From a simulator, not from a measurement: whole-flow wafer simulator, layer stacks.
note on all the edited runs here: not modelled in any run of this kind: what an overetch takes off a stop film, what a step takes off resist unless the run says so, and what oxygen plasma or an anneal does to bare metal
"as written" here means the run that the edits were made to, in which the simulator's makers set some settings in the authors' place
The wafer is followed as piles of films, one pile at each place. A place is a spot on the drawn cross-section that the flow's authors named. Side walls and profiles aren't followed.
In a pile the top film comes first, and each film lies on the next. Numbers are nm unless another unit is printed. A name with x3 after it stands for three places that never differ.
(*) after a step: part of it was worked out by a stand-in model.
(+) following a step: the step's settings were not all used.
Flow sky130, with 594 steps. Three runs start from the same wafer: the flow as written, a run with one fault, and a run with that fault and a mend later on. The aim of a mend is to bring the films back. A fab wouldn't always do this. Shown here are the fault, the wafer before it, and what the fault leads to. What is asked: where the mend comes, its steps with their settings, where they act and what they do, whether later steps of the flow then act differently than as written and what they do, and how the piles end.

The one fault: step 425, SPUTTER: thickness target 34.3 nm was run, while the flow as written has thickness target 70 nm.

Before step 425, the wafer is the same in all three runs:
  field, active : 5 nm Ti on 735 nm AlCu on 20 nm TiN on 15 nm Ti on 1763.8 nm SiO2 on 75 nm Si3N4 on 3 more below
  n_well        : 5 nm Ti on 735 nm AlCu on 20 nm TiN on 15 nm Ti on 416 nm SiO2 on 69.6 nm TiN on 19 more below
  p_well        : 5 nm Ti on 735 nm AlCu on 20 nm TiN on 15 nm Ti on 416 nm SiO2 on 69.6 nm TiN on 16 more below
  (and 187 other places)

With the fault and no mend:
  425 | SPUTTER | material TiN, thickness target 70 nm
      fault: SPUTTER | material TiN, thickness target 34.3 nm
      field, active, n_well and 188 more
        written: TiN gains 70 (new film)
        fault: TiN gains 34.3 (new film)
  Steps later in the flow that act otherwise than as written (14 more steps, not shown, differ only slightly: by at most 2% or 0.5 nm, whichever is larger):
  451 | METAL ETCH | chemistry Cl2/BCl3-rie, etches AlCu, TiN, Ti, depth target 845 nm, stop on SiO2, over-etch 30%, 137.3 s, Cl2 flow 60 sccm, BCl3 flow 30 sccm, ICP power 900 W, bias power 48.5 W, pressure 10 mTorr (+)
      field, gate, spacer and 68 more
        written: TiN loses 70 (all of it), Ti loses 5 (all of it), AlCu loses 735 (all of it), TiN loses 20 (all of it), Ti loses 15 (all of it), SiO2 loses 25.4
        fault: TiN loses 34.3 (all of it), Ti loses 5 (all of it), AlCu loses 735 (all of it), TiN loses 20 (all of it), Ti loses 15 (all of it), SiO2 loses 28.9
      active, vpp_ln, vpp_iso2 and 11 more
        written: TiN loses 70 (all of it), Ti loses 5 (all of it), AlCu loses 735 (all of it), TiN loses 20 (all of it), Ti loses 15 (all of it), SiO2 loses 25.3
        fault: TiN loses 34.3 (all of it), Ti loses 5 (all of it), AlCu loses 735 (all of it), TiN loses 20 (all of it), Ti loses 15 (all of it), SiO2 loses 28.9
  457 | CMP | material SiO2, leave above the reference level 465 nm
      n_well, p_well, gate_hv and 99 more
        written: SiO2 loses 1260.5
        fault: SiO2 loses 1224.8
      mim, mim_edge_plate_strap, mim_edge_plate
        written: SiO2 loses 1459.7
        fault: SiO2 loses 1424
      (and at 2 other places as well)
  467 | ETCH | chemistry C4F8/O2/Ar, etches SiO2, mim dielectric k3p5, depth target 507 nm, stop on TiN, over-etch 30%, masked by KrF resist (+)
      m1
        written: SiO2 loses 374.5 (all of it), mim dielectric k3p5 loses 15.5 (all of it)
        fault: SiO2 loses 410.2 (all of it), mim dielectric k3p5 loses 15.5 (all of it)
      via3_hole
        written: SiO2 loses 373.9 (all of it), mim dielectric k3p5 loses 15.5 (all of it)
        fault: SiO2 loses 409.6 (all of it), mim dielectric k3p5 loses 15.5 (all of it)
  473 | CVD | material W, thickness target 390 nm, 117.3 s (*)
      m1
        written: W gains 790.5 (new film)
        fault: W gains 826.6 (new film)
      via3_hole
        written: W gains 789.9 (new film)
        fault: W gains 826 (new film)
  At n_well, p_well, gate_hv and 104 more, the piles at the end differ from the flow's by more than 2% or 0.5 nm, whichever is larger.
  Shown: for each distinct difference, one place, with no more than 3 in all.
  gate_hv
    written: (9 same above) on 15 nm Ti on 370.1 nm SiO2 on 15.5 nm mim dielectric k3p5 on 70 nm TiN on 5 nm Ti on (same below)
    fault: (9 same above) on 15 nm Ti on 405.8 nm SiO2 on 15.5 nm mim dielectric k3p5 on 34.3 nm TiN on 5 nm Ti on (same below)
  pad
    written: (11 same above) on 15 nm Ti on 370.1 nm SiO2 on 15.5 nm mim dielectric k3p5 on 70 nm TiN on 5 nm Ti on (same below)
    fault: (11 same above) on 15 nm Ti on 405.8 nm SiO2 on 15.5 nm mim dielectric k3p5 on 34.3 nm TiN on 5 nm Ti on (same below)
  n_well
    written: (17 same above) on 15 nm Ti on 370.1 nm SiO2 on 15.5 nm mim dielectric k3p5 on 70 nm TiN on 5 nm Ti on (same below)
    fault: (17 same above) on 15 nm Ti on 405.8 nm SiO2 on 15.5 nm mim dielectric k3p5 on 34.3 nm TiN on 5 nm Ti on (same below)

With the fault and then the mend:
  After step 425 comes the mend.
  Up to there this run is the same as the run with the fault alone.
  425a | SPUTTER | material TiN, thickness target 35.7 nm (the flow's step 425 again, with other settings)
      field, active, n_well and 188 more
        TiN gains 35.7
  None of the later steps of the flow acts differently than as written at any place that is followed.
  At every place that both follow, the piles at the end match the flow's.
